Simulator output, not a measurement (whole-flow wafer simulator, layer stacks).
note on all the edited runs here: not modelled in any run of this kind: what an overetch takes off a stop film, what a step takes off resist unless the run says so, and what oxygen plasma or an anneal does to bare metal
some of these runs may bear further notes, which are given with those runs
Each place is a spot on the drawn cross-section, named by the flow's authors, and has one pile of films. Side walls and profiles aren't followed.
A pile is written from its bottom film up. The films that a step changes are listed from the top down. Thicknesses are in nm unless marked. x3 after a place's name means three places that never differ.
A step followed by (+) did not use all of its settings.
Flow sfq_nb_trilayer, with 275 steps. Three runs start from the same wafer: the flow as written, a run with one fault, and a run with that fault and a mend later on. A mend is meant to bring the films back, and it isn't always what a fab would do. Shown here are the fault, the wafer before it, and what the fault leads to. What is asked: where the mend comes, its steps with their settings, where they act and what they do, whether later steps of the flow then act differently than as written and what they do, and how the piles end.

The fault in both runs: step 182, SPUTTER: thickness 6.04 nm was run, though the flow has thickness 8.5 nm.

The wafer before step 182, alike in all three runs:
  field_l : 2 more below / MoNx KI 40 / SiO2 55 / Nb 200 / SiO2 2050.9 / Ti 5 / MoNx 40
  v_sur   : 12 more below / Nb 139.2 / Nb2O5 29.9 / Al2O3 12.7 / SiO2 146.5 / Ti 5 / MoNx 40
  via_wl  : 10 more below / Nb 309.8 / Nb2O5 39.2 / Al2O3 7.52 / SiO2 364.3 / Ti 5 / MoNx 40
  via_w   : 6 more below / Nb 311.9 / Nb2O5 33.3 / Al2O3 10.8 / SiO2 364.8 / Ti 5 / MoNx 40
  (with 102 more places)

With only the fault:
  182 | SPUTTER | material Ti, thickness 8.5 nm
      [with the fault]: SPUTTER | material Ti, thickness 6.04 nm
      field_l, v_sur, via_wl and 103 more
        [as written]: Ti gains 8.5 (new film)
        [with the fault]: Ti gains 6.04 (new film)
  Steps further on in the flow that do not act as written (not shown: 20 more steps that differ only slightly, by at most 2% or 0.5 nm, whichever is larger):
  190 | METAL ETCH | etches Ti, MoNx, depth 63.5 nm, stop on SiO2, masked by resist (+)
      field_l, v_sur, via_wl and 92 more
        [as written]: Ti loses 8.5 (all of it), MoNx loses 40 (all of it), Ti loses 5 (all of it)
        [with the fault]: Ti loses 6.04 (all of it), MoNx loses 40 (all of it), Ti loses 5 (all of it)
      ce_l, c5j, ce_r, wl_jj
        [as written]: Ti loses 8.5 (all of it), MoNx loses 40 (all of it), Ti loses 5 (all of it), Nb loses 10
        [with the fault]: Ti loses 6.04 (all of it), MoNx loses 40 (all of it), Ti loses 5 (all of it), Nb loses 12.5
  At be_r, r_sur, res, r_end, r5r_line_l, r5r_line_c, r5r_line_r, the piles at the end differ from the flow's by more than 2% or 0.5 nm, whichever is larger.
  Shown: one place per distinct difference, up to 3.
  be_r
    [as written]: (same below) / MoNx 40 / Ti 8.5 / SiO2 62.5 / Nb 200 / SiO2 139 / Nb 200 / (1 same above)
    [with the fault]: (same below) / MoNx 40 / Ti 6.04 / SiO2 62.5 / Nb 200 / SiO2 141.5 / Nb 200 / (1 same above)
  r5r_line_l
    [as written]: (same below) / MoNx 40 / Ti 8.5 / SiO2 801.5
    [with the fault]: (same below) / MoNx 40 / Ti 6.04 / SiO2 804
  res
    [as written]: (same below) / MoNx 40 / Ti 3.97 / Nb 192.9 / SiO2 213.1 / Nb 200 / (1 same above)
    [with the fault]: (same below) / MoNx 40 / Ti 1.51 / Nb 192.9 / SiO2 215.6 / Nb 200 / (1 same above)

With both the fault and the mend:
  After step 182 comes the mend.
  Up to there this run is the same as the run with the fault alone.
  182a | SPUTTER | material Ti, thickness 2.46 nm (a further turn of the flow's step 182, with different settings)
      field_l, v_sur, via_wl and 103 more
        Ti gains 2.46
  Later steps of the flow that are run all act as written at every place that is followed.
  The piles end the same as the flow's at every place that both follow.
